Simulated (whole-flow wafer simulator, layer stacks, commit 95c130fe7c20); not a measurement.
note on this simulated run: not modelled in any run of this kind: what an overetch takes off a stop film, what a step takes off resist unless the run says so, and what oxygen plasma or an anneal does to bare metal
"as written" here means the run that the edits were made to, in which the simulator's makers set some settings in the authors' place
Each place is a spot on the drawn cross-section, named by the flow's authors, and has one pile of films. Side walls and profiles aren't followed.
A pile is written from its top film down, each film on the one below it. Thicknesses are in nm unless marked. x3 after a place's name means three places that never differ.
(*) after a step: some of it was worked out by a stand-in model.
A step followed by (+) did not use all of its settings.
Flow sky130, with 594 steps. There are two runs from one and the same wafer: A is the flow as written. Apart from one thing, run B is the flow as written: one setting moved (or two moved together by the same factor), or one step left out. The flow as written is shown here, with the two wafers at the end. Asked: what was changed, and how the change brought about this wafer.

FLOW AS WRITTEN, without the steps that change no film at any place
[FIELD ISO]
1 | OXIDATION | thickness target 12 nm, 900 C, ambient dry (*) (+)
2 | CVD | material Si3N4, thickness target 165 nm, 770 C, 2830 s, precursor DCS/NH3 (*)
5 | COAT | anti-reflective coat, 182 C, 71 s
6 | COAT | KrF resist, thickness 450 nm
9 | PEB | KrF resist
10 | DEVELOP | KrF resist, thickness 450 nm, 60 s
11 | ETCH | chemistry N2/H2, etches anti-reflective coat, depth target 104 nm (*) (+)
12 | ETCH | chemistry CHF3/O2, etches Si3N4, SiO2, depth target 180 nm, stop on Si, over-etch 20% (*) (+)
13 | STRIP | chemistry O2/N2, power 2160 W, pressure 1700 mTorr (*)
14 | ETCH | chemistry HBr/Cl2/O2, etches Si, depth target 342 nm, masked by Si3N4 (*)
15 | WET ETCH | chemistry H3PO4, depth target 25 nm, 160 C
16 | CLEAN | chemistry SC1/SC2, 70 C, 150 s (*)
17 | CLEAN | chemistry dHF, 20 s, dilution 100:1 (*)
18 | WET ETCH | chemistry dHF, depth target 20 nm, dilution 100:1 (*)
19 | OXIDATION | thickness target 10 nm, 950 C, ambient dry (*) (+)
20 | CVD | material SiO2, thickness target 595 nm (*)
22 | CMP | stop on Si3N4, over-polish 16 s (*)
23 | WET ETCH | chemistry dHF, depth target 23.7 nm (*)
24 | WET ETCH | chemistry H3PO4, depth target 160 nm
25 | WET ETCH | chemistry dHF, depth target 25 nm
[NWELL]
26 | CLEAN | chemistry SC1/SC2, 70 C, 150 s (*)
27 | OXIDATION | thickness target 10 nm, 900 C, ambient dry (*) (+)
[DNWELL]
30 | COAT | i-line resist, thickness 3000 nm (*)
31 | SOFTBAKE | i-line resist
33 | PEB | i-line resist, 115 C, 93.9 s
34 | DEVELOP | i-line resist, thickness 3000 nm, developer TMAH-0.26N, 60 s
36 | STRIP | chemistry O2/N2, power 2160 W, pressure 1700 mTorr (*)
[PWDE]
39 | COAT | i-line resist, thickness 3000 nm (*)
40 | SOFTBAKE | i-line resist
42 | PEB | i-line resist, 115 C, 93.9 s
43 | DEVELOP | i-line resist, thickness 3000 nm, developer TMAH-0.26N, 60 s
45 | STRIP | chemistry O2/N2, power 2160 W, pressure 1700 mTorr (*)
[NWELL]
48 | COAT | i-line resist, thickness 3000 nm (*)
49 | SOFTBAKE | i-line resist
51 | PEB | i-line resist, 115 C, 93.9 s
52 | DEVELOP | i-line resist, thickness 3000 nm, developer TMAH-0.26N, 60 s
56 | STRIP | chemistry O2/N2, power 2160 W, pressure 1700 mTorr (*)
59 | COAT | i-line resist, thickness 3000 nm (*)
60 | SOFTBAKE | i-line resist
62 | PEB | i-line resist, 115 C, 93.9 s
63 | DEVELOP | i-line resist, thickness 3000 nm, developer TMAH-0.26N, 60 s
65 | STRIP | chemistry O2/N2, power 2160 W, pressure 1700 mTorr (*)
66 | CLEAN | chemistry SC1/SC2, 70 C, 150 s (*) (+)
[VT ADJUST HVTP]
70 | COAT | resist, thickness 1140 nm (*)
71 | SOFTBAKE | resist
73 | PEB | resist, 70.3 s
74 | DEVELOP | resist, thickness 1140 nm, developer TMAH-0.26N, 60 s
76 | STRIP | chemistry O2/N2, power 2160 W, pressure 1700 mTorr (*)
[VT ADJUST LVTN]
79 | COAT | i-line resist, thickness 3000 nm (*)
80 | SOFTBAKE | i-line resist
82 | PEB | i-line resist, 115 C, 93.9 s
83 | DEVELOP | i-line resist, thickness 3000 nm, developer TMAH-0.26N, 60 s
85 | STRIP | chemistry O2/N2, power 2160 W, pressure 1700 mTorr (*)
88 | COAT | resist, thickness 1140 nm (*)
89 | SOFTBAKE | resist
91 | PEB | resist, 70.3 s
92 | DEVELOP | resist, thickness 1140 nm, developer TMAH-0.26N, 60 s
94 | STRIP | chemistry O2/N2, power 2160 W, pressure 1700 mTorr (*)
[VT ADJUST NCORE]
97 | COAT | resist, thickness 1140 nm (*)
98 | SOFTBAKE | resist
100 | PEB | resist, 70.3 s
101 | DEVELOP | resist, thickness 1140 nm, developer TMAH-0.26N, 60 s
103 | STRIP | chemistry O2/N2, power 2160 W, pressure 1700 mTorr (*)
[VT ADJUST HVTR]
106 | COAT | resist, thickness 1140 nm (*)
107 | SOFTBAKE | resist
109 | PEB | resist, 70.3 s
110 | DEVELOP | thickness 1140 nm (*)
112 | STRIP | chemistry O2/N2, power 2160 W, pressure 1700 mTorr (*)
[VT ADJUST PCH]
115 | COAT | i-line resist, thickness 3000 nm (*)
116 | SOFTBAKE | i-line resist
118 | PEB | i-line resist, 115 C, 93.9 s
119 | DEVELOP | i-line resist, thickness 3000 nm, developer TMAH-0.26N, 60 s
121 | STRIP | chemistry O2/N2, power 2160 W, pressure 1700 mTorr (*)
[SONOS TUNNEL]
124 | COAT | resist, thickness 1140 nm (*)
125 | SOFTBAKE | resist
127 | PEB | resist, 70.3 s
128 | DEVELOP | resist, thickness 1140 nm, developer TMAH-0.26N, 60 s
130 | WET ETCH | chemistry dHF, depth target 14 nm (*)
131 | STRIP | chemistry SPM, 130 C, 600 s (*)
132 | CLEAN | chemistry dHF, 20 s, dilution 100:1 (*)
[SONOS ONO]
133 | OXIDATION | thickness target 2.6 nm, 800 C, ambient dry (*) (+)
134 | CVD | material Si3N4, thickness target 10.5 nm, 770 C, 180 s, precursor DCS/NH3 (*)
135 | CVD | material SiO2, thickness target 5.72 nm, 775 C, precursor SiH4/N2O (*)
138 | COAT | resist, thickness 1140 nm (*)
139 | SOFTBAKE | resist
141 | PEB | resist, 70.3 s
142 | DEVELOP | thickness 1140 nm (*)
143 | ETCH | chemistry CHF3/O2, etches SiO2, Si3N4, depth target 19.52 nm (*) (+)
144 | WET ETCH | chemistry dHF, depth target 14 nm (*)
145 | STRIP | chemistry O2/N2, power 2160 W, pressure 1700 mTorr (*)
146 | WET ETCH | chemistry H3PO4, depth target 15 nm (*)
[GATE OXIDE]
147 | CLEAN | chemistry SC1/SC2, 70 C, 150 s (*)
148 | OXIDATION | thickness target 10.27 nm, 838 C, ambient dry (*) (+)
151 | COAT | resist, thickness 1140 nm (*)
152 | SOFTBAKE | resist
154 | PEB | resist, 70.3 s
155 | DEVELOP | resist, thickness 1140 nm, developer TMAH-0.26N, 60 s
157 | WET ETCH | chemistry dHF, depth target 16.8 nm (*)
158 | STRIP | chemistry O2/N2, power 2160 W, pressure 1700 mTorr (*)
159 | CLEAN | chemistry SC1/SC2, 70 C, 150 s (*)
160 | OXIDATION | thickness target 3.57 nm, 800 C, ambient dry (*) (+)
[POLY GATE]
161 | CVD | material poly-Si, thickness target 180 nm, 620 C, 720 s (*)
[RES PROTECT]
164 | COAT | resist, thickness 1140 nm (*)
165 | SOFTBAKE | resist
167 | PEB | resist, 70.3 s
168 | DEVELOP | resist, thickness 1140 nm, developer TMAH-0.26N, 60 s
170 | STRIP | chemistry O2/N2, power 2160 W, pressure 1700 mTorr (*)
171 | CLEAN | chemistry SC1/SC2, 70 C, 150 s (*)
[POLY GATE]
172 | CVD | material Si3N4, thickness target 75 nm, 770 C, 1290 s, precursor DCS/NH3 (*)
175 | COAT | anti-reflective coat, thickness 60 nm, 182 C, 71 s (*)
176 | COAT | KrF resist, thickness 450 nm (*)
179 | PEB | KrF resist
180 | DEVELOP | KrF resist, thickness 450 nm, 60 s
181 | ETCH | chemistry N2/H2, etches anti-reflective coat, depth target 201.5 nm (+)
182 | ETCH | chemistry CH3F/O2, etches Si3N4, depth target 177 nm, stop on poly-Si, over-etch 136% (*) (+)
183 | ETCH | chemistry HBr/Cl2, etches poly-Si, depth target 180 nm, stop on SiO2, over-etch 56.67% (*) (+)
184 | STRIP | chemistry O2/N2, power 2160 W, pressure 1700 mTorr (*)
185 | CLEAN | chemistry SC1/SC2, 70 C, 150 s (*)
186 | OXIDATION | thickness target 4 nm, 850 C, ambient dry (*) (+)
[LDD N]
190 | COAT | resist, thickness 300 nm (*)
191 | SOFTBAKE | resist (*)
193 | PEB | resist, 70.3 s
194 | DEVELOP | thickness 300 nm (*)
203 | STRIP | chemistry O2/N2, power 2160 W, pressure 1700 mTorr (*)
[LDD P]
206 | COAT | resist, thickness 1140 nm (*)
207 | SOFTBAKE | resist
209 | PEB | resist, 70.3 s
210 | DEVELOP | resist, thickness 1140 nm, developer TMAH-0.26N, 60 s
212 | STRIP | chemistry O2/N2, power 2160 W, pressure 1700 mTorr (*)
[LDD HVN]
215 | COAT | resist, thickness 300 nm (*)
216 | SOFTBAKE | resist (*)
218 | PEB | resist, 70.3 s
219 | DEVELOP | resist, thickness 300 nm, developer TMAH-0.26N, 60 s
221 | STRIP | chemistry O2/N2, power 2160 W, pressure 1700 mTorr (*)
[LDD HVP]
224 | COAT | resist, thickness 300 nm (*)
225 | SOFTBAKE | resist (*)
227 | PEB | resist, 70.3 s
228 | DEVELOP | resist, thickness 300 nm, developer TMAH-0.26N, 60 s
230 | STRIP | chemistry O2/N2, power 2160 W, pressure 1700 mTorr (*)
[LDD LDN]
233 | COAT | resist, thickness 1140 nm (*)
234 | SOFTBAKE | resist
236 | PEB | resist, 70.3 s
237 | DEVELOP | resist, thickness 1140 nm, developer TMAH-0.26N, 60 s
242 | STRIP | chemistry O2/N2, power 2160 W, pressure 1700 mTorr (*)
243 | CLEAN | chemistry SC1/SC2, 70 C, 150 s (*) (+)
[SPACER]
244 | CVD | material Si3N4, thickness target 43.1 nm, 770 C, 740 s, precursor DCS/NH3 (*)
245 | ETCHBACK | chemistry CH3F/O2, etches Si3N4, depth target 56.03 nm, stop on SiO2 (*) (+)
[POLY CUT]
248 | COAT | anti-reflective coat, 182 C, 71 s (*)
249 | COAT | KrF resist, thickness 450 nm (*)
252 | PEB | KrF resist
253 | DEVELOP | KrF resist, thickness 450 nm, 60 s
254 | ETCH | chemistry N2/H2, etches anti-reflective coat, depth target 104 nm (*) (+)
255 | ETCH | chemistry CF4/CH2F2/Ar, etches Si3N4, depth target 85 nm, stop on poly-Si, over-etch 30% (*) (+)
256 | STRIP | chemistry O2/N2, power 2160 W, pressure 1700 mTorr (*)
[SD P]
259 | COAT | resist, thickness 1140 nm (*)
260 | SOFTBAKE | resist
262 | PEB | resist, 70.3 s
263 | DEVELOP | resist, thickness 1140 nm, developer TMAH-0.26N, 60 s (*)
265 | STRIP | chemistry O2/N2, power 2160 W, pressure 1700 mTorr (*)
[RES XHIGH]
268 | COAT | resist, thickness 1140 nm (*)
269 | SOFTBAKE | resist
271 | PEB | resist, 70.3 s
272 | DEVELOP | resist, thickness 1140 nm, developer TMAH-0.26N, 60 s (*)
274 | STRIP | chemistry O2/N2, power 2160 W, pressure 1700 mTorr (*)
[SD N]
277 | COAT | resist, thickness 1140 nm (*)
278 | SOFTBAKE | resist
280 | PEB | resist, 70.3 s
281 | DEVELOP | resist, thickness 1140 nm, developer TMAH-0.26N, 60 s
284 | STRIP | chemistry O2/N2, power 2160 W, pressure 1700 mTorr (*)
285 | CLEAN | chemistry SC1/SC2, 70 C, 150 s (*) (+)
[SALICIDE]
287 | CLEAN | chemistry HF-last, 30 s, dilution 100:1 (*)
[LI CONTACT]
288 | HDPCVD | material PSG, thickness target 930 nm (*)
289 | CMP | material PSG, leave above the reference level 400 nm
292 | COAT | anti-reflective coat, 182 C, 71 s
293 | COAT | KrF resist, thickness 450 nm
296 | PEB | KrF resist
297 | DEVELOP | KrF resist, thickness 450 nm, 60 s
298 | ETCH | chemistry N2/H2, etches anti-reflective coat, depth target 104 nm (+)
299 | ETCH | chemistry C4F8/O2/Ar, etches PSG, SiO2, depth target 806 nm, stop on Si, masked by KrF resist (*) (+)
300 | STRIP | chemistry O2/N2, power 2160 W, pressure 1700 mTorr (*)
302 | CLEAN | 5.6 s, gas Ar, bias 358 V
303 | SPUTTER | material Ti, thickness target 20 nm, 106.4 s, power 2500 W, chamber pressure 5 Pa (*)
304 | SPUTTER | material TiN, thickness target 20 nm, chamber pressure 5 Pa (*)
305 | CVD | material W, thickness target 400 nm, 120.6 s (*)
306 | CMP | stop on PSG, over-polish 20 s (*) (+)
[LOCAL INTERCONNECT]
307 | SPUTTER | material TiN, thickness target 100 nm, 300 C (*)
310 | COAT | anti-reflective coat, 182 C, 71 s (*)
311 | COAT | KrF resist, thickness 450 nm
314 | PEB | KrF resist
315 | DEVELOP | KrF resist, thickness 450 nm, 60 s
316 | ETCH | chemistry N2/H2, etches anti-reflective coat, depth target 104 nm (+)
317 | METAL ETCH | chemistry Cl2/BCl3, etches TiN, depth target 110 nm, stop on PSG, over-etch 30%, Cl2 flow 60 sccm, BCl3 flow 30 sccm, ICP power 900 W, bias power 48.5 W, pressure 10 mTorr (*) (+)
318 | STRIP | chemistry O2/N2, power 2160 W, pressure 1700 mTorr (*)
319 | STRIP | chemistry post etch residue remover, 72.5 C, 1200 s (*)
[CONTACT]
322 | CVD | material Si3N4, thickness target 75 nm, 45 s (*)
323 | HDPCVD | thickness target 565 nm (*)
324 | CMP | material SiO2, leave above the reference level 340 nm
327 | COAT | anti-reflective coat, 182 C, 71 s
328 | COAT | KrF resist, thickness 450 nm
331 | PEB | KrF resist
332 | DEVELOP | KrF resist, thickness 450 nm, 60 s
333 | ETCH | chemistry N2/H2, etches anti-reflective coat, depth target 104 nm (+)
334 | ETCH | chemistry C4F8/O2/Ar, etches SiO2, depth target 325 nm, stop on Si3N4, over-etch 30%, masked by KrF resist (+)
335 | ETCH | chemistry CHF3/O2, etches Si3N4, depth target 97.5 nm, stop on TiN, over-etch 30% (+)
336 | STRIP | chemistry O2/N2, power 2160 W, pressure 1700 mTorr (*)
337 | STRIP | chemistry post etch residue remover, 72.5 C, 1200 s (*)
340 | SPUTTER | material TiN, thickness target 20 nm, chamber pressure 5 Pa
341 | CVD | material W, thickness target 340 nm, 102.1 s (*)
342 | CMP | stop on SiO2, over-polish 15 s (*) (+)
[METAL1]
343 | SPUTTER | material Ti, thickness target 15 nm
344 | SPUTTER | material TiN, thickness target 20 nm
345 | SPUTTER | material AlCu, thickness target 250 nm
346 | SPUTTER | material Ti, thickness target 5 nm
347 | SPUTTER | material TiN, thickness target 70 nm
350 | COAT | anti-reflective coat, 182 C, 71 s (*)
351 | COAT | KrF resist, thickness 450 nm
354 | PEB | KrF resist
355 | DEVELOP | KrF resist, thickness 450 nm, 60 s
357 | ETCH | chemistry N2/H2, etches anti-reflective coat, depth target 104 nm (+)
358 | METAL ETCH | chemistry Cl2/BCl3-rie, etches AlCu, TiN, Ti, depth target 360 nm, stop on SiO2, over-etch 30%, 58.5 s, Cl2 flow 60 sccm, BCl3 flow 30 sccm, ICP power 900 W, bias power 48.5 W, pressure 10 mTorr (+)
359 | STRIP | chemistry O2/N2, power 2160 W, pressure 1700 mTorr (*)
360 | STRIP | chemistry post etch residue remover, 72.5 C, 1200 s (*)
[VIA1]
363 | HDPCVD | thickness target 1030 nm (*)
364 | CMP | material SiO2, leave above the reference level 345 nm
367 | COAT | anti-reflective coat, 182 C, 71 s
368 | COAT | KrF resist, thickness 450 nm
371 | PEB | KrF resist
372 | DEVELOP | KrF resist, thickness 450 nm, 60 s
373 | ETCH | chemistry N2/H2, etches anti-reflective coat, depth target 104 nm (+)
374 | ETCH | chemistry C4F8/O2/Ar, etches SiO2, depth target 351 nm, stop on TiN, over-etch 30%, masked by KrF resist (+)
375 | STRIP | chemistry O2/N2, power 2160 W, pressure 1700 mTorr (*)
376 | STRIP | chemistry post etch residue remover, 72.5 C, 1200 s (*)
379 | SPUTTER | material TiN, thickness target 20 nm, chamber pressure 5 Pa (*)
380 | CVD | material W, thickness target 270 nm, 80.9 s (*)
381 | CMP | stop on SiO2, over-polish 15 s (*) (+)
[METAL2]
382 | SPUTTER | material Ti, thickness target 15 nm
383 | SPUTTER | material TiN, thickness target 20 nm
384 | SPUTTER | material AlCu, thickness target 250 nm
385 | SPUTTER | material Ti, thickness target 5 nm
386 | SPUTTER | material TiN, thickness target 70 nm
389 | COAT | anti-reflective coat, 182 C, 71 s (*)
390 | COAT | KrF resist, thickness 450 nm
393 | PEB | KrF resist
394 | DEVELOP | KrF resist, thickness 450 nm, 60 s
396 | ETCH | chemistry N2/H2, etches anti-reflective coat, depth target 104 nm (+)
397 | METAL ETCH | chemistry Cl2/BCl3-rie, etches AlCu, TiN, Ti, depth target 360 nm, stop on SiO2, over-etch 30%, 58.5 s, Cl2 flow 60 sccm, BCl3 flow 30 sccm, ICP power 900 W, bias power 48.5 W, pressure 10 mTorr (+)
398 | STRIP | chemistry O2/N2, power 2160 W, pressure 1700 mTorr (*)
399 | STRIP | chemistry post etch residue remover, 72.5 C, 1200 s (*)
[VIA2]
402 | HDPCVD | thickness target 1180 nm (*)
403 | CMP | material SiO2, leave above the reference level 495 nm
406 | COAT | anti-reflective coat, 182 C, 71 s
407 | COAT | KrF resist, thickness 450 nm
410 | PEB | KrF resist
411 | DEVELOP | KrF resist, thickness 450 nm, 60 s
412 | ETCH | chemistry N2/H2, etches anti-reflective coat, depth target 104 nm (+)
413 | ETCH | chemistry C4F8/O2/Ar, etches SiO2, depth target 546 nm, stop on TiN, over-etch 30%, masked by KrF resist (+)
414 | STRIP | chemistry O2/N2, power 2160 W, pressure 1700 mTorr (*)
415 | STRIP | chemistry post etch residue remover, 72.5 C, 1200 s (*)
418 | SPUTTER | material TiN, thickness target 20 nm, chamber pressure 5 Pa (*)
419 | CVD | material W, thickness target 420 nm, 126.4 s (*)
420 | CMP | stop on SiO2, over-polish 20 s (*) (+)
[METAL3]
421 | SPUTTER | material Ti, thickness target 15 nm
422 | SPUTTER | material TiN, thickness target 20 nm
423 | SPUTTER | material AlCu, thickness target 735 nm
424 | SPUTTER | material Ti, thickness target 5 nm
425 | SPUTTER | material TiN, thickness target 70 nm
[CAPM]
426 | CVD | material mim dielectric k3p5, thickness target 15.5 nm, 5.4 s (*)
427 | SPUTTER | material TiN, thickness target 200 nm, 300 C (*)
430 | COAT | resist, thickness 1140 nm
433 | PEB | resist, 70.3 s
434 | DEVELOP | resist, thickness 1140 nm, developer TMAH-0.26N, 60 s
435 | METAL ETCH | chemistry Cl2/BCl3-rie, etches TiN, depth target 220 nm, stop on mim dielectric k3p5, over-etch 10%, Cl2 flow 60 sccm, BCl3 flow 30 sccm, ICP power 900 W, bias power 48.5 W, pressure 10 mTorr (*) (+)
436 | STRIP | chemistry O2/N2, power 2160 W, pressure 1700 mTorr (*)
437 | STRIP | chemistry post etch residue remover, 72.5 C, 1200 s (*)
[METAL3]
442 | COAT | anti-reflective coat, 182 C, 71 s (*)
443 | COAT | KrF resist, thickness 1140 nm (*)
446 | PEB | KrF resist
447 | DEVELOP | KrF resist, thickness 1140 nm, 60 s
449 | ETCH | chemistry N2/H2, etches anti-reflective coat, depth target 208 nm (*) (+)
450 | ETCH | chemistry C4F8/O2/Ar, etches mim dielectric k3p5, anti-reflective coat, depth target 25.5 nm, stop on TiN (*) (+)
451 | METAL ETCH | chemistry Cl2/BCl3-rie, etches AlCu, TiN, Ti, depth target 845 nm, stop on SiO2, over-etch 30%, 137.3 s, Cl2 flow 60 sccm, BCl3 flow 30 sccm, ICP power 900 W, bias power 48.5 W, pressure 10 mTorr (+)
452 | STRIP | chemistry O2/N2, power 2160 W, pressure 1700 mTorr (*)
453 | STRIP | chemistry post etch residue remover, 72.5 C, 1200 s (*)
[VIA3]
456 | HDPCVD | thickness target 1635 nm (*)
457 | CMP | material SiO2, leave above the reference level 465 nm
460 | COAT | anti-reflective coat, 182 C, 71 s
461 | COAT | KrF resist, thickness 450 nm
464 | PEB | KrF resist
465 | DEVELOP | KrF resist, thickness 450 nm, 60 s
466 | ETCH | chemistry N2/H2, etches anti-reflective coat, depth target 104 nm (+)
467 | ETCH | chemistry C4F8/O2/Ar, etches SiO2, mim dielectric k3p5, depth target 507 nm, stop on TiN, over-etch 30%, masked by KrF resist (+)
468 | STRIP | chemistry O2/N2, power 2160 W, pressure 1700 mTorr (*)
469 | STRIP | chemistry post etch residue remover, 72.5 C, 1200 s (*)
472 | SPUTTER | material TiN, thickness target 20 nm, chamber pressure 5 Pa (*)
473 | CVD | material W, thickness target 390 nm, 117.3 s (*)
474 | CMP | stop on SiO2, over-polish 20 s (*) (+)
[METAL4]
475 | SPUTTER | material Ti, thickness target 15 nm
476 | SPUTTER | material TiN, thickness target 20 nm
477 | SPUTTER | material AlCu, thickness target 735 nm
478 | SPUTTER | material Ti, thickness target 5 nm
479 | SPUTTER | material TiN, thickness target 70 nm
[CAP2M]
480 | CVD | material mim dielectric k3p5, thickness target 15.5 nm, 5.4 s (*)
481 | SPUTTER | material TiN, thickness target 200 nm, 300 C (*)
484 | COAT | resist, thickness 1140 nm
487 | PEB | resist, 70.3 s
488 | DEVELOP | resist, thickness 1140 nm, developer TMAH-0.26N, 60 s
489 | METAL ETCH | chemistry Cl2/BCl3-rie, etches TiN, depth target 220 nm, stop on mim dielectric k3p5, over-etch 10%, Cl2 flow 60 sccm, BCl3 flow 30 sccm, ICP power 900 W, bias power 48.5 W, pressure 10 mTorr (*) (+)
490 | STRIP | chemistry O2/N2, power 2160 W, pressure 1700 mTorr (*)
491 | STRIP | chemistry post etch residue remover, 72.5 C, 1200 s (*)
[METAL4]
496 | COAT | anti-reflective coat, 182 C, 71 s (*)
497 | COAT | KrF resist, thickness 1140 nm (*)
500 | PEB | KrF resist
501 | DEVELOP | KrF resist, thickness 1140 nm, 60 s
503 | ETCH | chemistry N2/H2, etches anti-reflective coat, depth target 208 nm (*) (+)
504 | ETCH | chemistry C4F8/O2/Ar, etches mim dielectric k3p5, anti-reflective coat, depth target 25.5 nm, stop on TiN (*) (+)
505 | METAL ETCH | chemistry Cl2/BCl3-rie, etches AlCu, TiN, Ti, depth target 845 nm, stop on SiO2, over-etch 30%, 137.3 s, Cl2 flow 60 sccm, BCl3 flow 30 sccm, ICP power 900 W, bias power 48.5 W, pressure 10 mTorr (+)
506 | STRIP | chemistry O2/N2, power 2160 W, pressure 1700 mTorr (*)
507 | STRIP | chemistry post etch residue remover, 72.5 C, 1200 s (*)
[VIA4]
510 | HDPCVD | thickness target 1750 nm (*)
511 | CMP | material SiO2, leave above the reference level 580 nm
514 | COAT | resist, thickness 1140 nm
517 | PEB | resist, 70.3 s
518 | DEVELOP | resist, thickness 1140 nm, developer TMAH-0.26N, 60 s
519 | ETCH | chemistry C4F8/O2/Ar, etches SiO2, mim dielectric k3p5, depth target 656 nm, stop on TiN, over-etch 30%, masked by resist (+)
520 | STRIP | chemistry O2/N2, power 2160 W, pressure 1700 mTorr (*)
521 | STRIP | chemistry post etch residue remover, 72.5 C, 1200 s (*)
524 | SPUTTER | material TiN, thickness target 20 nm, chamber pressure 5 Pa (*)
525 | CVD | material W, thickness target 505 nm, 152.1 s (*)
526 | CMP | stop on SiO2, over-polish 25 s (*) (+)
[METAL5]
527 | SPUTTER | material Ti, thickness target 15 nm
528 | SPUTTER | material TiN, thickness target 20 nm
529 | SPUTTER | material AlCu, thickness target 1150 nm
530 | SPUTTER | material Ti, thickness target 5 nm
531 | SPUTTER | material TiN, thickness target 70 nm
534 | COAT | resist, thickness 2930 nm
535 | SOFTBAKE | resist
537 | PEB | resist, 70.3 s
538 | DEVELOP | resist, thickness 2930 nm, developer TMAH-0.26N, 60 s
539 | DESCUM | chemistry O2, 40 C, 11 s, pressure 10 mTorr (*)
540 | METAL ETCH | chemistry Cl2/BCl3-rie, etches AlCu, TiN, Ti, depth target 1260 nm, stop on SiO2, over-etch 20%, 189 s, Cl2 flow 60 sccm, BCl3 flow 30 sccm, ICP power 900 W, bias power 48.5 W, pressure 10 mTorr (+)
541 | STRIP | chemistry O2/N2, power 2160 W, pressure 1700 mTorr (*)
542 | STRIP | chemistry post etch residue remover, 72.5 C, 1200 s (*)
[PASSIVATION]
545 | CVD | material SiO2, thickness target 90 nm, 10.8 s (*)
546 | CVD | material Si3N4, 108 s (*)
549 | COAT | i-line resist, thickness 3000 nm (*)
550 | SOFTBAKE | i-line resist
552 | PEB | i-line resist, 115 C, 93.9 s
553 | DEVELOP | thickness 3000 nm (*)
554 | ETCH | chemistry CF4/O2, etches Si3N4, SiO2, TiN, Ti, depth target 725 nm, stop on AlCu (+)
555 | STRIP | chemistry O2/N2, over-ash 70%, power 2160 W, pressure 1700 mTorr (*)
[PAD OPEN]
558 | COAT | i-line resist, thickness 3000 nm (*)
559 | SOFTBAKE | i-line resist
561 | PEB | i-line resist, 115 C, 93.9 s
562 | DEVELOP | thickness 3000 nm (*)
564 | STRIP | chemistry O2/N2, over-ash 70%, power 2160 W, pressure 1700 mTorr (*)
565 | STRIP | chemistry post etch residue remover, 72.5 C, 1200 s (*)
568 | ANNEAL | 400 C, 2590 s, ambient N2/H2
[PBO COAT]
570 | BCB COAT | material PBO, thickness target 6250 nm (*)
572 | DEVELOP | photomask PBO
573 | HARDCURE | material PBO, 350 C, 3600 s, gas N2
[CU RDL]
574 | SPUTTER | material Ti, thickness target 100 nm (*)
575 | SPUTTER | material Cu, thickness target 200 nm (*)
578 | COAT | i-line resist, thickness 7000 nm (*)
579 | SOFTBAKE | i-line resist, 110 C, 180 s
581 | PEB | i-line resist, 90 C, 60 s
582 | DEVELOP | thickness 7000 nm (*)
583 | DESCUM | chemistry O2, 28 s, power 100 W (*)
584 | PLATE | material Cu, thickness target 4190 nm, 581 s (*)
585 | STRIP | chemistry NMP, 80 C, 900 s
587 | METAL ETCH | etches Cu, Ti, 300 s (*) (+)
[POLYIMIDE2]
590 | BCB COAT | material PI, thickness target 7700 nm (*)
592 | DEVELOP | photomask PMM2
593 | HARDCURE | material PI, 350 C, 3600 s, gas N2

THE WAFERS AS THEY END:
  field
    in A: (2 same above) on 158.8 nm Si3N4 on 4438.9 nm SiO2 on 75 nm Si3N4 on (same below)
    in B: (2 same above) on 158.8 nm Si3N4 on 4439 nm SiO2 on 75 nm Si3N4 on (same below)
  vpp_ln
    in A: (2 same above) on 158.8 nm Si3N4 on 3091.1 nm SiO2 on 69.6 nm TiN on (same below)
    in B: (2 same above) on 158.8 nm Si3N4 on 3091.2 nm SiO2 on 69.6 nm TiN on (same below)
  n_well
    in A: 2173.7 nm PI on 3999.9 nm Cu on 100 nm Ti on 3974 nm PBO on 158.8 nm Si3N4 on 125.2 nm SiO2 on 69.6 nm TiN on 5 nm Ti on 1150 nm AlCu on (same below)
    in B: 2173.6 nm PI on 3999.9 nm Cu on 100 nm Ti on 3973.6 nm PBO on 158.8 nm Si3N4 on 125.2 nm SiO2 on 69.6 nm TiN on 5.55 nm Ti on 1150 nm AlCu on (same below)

The reason: step 530, SPUTTER: thickness target 5.55 nm was run, though the flow has thickness target 5 nm.
The wafer lets one read it off: n_well has Ti 5.55, and step 530 as written asks for 5 nm.

How this came from the change, step by step:
  530 | SPUTTER | material Ti, thickness target 5 nm
      field, active, n_well and 190 more: A Ti gains 5 (new film) | B Ti gains 5.55 (new film)
  540 | METAL ETCH | chemistry Cl2/BCl3-rie, etches AlCu, TiN, Ti, depth target 1260 nm, stop on SiO2, over-etch 20%, 189 s, Cl2 flow 60 sccm, BCl3 flow 30 sccm, ICP power 900 W, bias power 48.5 W, pressure 10 mTorr (+)
      field, active, gate and 175 more: A TiN loses 70 (all of it), Ti loses 5 (all of it), AlCu loses 1150 (all of it), TiN loses 20 (all of it), Ti loses 15 (all of it), SiO2 loses 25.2 | B TiN loses 70 (all of it), Ti loses 5.55 (all of it), AlCu loses 1150 (all of it), TiN loses 20 (all of it), Ti loses 15 (all of it), SiO2 loses 25.1
  554 | ETCH | chemistry CF4/O2, etches Si3N4, SiO2, TiN, Ti, depth target 725 nm, stop on AlCu (+)
      pad: A Si3N4 loses 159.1 (all of it), SiO2 loses 125.2 (all of it), TiN loses 69.6 (all of it), Ti loses 5 (all of it) | B Si3N4 loses 159.1 (all of it), SiO2 loses 125.2 (all of it), TiN loses 69.6 (all of it), Ti loses 5.55 (all of it)
